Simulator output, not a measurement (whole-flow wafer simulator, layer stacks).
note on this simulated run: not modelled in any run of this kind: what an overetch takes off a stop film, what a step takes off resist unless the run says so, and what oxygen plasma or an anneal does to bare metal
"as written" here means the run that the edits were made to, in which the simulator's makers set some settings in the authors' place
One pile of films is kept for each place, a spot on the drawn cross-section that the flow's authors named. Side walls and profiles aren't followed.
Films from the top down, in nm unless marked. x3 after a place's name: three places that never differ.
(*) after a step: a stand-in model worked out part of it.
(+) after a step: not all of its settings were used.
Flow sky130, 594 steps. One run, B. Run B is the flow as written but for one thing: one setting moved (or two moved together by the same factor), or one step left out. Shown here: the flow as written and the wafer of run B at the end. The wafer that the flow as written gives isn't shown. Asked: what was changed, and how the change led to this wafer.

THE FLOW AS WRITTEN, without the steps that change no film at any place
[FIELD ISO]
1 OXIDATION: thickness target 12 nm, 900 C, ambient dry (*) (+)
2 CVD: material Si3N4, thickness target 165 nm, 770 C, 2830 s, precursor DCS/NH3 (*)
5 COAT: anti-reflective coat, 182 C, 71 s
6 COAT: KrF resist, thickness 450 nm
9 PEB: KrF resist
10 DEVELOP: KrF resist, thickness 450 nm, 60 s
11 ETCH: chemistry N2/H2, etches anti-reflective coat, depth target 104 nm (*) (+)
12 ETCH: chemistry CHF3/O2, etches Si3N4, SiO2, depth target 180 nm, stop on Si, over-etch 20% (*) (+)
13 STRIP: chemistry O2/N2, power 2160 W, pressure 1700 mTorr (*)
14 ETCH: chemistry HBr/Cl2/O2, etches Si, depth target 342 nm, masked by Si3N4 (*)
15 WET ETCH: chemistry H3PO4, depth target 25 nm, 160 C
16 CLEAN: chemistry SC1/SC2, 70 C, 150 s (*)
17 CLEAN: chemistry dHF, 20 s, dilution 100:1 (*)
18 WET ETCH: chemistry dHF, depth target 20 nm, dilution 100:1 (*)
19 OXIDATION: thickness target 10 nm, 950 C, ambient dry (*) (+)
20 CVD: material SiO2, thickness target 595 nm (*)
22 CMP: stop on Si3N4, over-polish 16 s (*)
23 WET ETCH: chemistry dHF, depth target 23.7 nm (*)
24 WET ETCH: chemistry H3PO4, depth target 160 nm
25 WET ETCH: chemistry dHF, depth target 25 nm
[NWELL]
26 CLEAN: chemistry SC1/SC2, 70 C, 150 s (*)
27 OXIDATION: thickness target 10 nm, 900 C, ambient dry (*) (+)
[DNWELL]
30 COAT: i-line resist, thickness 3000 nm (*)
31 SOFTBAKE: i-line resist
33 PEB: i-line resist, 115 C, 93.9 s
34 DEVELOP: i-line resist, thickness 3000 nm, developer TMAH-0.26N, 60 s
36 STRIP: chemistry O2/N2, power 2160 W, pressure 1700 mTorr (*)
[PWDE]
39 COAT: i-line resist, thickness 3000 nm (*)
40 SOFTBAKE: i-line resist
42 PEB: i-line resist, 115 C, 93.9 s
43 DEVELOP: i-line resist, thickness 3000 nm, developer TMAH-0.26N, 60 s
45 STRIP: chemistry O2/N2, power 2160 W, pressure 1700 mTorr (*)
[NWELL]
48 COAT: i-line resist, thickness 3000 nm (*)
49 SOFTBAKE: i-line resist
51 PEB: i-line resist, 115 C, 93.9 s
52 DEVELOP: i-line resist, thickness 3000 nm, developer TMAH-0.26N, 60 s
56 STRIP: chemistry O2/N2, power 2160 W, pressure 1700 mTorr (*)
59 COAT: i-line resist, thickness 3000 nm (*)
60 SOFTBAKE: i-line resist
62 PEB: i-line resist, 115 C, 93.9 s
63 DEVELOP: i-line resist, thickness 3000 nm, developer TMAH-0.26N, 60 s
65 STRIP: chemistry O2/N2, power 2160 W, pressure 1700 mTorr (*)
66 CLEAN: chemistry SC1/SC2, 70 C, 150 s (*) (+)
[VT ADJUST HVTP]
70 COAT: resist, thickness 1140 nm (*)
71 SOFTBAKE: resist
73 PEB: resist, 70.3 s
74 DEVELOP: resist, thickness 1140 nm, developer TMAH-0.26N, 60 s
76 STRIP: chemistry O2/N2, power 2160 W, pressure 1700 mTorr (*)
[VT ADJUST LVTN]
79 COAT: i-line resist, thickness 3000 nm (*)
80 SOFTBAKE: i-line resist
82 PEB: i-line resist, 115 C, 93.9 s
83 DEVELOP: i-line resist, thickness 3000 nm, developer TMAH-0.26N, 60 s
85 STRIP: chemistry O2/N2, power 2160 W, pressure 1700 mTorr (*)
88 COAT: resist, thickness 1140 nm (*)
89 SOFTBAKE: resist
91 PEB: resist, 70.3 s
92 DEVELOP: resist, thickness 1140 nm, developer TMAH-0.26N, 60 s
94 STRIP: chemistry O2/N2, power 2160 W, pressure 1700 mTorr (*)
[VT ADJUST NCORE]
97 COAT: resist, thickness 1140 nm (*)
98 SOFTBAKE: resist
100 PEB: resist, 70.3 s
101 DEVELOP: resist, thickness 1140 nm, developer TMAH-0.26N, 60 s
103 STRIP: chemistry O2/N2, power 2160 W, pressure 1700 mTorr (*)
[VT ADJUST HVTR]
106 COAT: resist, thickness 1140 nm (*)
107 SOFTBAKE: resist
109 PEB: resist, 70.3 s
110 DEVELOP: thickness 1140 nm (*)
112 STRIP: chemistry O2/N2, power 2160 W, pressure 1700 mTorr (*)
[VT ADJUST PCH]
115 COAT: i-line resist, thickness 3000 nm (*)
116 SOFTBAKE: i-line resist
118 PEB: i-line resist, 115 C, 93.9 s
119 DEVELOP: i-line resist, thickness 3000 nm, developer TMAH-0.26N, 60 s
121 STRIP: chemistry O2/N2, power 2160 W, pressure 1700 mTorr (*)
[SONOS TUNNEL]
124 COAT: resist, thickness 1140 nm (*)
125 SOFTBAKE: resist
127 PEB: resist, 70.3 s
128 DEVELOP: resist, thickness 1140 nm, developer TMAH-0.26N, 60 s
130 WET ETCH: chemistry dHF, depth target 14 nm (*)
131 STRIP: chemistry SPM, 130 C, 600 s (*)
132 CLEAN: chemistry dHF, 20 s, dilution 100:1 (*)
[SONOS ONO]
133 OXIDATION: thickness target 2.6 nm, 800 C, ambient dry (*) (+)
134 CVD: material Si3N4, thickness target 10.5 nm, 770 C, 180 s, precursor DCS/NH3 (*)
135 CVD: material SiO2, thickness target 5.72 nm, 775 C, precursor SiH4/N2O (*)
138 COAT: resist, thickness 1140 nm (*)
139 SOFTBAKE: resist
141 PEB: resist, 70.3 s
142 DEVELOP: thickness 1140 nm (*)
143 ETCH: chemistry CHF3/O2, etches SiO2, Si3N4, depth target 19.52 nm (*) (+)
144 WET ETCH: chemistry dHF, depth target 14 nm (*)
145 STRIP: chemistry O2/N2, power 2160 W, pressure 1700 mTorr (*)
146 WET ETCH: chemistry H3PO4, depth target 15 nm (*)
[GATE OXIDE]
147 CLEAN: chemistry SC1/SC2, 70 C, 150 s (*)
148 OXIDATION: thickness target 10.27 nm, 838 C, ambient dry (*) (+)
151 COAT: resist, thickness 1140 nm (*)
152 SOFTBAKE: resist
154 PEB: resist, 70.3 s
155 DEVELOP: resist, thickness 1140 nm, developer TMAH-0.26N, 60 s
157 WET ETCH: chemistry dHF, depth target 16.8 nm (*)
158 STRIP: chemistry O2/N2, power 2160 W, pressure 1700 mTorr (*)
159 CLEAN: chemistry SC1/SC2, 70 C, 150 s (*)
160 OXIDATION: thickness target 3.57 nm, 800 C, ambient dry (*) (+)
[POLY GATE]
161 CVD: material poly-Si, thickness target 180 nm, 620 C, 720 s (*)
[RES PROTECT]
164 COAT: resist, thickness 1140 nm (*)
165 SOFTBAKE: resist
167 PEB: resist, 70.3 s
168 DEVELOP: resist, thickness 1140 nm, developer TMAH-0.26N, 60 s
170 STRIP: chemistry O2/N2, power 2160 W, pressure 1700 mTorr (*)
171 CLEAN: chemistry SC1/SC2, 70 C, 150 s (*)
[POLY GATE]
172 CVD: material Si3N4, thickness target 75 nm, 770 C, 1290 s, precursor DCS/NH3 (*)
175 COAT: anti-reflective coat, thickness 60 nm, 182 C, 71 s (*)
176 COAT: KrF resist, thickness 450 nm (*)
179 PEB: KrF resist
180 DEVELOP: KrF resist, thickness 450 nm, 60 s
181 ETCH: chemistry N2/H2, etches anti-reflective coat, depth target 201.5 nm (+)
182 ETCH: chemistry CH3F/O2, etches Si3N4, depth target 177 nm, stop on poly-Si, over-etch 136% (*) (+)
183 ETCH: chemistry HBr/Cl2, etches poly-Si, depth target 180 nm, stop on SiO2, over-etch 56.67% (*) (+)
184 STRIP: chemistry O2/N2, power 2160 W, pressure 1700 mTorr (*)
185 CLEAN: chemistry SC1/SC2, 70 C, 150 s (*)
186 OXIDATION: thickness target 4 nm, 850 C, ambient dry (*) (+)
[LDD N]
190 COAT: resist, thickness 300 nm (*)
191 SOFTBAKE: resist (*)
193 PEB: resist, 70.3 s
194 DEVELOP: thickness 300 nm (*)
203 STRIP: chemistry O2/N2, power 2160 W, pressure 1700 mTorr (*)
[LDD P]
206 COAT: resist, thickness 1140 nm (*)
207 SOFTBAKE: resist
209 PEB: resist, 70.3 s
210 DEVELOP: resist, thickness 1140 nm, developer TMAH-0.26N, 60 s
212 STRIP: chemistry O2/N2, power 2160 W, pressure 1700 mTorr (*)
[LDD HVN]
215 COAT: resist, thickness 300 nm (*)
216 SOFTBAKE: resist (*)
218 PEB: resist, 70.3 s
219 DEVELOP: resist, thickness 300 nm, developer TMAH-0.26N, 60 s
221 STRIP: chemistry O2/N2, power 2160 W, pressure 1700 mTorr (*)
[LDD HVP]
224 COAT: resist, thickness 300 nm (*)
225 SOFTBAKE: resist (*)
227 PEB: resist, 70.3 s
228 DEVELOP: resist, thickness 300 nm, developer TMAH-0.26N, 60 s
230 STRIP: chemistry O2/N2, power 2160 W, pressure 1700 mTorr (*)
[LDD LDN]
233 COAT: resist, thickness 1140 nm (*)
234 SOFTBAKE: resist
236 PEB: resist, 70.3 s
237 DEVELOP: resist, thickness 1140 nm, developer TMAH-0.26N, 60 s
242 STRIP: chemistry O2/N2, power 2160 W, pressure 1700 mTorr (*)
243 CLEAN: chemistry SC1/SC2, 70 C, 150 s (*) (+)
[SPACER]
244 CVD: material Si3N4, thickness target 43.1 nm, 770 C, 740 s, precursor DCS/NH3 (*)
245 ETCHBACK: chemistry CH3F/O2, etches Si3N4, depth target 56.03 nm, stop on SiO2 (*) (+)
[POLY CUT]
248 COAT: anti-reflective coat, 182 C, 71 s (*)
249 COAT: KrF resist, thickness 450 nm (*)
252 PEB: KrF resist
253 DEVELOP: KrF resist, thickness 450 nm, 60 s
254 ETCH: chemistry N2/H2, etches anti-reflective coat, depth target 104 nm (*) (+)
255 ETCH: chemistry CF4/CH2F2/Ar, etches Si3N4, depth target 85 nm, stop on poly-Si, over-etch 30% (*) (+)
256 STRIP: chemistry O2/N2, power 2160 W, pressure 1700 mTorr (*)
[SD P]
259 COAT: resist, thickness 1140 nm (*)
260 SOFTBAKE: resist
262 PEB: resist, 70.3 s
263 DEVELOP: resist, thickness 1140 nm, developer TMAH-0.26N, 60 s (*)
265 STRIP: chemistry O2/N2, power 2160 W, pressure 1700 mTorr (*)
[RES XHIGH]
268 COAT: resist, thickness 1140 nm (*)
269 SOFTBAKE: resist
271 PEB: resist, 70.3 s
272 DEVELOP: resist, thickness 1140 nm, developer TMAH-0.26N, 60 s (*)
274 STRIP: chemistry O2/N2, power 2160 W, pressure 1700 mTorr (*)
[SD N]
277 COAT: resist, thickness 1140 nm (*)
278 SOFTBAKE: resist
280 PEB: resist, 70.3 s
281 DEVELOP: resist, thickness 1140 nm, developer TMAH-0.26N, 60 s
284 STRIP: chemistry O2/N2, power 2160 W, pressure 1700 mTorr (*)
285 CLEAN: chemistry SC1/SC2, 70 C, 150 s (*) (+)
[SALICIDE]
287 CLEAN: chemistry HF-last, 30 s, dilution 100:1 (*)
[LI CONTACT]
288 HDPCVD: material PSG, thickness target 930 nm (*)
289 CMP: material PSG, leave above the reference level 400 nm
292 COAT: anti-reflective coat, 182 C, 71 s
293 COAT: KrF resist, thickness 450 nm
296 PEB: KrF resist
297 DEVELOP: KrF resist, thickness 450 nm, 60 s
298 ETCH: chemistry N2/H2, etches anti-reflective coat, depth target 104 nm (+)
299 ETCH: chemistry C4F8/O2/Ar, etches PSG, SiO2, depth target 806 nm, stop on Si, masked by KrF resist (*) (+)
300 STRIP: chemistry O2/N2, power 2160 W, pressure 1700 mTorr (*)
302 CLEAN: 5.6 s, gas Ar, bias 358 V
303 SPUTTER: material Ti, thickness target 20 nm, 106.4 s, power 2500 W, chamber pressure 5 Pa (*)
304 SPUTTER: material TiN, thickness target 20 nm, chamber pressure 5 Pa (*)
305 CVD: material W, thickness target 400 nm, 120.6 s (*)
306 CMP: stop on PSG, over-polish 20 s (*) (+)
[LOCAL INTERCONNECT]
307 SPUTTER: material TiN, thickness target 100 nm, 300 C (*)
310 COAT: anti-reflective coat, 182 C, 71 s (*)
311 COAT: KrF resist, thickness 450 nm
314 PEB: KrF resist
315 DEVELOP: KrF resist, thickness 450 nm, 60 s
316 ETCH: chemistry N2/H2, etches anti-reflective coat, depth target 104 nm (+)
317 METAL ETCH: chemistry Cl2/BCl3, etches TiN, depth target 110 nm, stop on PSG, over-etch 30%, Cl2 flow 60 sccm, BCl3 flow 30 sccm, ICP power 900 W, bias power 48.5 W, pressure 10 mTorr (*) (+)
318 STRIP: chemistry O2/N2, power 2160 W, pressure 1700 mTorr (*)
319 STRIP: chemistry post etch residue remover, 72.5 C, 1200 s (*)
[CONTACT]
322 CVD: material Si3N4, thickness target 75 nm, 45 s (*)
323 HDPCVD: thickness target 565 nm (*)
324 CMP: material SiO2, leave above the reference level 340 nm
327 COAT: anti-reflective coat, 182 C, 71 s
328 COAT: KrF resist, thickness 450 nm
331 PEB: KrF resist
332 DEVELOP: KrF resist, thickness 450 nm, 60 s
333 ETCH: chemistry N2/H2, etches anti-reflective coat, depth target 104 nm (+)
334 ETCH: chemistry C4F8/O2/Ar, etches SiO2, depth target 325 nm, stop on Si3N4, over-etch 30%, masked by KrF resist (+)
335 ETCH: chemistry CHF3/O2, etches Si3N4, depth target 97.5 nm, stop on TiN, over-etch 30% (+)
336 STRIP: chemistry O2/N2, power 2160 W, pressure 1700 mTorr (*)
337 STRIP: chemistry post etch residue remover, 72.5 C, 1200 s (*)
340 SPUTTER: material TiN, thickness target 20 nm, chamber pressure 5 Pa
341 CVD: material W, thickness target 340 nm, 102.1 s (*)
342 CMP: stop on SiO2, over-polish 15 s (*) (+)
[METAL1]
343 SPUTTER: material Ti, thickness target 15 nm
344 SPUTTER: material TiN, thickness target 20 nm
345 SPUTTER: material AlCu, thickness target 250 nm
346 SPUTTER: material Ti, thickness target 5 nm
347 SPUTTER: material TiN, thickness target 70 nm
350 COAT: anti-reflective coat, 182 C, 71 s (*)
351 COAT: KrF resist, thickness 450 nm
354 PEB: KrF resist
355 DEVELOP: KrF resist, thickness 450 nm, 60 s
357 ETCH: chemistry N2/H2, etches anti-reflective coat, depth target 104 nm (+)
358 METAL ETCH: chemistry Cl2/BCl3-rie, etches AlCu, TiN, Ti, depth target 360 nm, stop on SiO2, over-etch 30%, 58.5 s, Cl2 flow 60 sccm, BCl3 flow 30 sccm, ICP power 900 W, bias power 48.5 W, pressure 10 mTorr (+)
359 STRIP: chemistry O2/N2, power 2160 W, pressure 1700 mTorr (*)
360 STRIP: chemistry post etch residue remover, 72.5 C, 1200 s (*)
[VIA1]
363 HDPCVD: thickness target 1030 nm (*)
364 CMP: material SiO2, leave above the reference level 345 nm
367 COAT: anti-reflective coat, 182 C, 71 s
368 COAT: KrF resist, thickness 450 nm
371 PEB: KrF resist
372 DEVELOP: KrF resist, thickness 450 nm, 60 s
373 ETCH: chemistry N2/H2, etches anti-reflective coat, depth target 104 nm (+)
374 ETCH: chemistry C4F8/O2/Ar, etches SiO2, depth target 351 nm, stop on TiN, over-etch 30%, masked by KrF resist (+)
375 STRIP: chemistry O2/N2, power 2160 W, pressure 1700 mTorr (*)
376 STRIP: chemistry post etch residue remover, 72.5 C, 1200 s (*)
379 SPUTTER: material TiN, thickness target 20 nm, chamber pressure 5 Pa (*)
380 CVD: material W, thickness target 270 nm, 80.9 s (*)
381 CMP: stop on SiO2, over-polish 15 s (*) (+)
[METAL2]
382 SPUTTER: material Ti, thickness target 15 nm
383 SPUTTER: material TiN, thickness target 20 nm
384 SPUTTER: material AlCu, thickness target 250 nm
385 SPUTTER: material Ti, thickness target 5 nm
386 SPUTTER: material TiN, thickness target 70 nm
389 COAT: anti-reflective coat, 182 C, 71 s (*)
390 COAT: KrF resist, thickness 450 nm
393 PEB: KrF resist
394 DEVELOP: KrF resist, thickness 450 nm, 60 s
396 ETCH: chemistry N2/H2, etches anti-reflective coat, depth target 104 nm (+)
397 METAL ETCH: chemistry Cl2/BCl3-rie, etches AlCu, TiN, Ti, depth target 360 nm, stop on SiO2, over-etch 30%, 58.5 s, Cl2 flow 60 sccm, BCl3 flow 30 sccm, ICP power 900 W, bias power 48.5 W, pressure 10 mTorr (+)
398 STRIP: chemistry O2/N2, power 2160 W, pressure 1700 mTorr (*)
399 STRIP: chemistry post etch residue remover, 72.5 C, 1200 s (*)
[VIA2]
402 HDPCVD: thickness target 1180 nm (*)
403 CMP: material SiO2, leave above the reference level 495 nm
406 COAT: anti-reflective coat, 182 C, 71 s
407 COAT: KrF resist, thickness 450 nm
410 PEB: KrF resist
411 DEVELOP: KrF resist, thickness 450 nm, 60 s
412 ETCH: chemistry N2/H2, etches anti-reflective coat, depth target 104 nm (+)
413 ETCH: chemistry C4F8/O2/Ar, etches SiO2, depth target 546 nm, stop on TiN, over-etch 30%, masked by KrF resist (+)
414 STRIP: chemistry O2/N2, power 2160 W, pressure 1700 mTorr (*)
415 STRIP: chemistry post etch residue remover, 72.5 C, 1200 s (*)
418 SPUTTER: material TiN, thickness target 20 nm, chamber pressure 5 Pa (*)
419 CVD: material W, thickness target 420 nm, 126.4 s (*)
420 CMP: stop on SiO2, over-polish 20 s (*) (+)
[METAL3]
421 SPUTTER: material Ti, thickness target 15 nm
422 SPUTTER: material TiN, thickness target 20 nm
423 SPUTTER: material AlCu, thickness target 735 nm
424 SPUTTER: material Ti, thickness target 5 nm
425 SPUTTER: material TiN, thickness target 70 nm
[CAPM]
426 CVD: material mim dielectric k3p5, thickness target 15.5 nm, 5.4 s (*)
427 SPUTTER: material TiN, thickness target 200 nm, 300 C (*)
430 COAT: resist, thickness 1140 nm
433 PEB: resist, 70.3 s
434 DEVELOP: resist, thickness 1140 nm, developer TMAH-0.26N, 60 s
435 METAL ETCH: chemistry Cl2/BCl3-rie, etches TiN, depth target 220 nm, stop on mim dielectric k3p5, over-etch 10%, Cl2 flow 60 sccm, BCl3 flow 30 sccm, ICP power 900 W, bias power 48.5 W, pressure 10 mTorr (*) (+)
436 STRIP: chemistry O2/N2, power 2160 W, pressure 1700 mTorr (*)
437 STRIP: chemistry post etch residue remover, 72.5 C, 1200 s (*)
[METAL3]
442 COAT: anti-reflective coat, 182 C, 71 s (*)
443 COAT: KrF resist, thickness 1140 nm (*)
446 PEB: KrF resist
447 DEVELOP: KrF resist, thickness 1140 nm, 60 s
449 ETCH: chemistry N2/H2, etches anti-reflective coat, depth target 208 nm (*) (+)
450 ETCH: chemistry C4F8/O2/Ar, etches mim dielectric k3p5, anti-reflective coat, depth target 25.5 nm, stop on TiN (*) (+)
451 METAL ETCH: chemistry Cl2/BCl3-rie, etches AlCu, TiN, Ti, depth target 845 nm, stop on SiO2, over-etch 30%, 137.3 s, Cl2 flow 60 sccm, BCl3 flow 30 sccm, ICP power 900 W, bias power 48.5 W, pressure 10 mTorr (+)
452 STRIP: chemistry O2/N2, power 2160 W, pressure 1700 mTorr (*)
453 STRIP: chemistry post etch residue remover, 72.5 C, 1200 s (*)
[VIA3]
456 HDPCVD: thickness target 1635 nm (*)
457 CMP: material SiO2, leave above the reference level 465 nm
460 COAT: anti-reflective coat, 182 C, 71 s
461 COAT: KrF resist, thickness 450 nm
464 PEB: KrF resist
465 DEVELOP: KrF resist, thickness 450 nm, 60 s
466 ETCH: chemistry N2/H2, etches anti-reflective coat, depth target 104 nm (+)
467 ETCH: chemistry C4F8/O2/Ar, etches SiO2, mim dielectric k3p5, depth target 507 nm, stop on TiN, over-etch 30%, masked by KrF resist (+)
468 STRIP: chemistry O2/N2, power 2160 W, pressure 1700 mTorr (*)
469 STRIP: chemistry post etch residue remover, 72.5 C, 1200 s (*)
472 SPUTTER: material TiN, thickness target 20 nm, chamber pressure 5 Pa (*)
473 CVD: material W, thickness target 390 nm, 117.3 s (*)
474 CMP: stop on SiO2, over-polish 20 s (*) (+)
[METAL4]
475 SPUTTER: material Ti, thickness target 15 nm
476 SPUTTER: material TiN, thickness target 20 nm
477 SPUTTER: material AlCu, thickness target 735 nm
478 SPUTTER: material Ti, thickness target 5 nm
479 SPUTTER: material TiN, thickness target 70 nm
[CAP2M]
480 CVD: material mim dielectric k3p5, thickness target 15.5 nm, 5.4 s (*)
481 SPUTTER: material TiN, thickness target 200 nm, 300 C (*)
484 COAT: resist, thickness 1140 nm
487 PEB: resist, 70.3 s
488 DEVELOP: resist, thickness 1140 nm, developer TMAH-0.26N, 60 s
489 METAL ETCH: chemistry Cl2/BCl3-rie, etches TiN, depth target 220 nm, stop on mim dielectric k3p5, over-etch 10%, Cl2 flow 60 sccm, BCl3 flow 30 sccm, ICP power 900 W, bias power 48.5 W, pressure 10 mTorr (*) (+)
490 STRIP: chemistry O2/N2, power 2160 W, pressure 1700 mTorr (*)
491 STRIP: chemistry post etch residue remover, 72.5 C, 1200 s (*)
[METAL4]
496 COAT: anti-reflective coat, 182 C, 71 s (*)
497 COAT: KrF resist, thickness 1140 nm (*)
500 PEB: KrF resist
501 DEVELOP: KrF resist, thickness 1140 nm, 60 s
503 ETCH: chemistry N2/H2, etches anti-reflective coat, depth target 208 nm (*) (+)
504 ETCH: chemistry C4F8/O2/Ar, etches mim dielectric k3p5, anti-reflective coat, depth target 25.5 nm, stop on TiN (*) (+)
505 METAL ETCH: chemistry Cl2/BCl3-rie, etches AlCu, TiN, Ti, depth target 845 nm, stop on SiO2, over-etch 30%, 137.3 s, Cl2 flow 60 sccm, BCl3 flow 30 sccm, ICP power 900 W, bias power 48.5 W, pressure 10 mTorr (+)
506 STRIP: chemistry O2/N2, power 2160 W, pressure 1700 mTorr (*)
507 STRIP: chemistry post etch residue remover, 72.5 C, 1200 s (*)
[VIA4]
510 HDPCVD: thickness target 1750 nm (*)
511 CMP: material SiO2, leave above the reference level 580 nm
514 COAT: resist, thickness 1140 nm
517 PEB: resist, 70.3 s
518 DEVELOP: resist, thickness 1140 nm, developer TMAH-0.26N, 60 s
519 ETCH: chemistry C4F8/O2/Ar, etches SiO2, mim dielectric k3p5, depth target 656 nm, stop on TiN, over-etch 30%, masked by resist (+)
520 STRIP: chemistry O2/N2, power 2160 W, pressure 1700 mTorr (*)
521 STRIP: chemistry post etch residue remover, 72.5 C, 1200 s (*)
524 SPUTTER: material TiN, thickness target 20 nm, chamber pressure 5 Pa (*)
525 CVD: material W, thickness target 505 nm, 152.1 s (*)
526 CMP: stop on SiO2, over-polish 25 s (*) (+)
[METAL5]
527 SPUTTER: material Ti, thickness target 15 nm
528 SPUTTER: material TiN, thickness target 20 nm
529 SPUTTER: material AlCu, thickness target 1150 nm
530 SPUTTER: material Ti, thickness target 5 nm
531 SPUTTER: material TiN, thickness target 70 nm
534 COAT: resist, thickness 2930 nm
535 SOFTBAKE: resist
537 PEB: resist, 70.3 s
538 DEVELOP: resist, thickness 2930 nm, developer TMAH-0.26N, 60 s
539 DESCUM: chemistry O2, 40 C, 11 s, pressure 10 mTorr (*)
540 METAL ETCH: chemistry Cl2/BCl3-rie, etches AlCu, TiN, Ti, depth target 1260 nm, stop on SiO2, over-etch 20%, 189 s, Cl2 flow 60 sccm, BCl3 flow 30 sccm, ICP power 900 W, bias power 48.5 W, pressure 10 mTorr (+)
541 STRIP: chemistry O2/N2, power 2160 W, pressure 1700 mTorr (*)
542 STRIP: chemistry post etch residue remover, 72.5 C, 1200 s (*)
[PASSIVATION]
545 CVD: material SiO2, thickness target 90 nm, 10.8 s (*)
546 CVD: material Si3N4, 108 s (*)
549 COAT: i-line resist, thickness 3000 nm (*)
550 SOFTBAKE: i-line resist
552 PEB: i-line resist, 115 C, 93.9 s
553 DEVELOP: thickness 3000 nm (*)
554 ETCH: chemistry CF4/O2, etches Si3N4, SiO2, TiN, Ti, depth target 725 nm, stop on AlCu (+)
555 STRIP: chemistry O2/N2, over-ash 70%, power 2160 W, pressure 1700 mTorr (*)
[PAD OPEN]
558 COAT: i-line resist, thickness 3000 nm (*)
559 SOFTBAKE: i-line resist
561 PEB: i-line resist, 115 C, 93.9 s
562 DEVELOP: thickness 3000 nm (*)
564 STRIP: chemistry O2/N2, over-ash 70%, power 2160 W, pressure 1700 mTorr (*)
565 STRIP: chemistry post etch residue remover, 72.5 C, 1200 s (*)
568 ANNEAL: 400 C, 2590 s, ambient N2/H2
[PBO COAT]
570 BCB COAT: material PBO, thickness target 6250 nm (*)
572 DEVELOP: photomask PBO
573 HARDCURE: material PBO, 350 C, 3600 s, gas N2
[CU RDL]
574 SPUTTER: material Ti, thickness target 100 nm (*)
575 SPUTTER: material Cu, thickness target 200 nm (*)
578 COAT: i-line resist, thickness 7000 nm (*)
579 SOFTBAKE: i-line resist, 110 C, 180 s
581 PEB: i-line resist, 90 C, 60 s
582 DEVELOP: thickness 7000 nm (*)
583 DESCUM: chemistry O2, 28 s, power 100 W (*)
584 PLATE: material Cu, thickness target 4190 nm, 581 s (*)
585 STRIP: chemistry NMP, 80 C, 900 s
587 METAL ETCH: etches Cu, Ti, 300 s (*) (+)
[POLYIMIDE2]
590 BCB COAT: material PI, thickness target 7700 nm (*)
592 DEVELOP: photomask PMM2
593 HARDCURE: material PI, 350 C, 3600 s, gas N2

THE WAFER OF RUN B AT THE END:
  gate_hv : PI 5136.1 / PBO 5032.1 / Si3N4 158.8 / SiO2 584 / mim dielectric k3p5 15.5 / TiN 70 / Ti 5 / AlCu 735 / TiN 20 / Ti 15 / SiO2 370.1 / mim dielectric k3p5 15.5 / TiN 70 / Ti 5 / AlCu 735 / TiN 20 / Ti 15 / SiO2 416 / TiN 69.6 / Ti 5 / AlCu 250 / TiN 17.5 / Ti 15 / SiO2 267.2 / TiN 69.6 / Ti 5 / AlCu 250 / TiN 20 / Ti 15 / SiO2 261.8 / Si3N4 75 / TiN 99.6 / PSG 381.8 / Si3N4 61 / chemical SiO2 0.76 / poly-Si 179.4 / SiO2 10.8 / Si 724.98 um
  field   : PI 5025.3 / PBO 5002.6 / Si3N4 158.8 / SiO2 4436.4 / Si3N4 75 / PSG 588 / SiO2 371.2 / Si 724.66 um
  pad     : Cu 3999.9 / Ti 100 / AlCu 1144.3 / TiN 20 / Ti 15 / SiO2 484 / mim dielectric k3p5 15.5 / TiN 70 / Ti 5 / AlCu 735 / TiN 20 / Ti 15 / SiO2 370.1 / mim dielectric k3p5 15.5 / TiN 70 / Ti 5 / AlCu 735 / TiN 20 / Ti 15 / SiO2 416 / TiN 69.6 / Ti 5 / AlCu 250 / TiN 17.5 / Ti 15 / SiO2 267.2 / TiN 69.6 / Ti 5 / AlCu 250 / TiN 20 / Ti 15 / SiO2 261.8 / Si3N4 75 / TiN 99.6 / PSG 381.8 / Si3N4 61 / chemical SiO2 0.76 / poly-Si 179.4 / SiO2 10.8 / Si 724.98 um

The cause: step 383, SPUTTER: thickness target 17.5 nm was run, where the flow has thickness target 20 nm.
It can be read off the wafer: gate_hv has TiN 17.5, and step 383 as written asks for 20 nm.

How the change led to this, step by step:
  383 SPUTTER: material TiN, thickness target 20 nm
      field, active, n_well and 188 more: TiN +17.5 (new film) (as written it would be: TiN +20 (new film))
  397 METAL ETCH: chemistry Cl2/BCl3-rie, etches AlCu, TiN, Ti, depth target 360 nm, stop on SiO2, over-etch 30%, 58.5 s, Cl2 flow 60 sccm, BCl3 flow 30 sccm, ICP power 900 W, bias power 48.5 W, pressure 10 mTorr (+)
      field, active, gate and 82 more: TiN -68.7 (all of it), Ti -5 (all of it), AlCu -250 (all of it), TiN -17.5 (all of it), Ti -15 (all of it), SiO2 -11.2 (as written it would be: TiN -68.7 (all of it), Ti -5 (all of it), AlCu -250 (all of it), TiN -20 (all of it), Ti -15 (all of it), SiO2 -10.9)
